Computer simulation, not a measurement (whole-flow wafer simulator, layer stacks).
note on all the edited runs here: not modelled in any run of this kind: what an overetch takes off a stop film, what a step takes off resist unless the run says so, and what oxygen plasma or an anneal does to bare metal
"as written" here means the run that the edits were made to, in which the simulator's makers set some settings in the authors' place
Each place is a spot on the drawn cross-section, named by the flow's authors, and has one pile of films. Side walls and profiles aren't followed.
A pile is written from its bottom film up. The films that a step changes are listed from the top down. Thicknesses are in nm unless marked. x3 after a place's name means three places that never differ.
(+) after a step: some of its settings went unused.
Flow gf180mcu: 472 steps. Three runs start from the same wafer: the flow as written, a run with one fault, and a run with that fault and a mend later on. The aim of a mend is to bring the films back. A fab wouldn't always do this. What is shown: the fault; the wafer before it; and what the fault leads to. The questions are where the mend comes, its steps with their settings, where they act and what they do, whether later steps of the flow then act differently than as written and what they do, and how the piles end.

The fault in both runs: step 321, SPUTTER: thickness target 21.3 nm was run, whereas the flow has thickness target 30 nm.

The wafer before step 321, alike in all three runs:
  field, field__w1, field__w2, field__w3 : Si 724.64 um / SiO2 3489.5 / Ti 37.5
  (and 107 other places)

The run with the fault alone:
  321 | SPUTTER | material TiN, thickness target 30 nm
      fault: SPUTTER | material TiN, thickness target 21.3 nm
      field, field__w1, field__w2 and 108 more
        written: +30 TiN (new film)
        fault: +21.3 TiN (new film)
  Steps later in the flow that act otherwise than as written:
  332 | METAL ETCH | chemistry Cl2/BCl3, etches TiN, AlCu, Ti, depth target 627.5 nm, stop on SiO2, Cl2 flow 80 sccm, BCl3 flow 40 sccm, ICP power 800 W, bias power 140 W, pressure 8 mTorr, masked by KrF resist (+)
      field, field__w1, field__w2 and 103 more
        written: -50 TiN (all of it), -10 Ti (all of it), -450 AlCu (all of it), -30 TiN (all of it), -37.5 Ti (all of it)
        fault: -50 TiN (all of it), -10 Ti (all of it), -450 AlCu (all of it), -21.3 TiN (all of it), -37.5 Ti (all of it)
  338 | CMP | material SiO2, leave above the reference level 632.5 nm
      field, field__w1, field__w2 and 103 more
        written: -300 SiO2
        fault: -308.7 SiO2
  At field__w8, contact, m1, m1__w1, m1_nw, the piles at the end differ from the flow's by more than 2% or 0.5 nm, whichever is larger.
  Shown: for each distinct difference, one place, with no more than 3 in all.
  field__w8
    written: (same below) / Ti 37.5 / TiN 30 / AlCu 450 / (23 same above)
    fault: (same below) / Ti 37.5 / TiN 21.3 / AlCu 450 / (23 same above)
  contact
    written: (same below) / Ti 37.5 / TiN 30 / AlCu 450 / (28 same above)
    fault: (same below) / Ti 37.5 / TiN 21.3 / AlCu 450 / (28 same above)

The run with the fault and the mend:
  The mend follows step 321.
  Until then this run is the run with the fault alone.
  321a | SPUTTER | material TiN, thickness target 8.7 nm (the flow's step 321, run once more with other settings)
      field, field__w1, field__w2 and 108 more
        +8.7 TiN
  None of the later steps of the flow acts differently than as written at any place that is followed.
  The piles end the same as the flow's at every place that both follow.
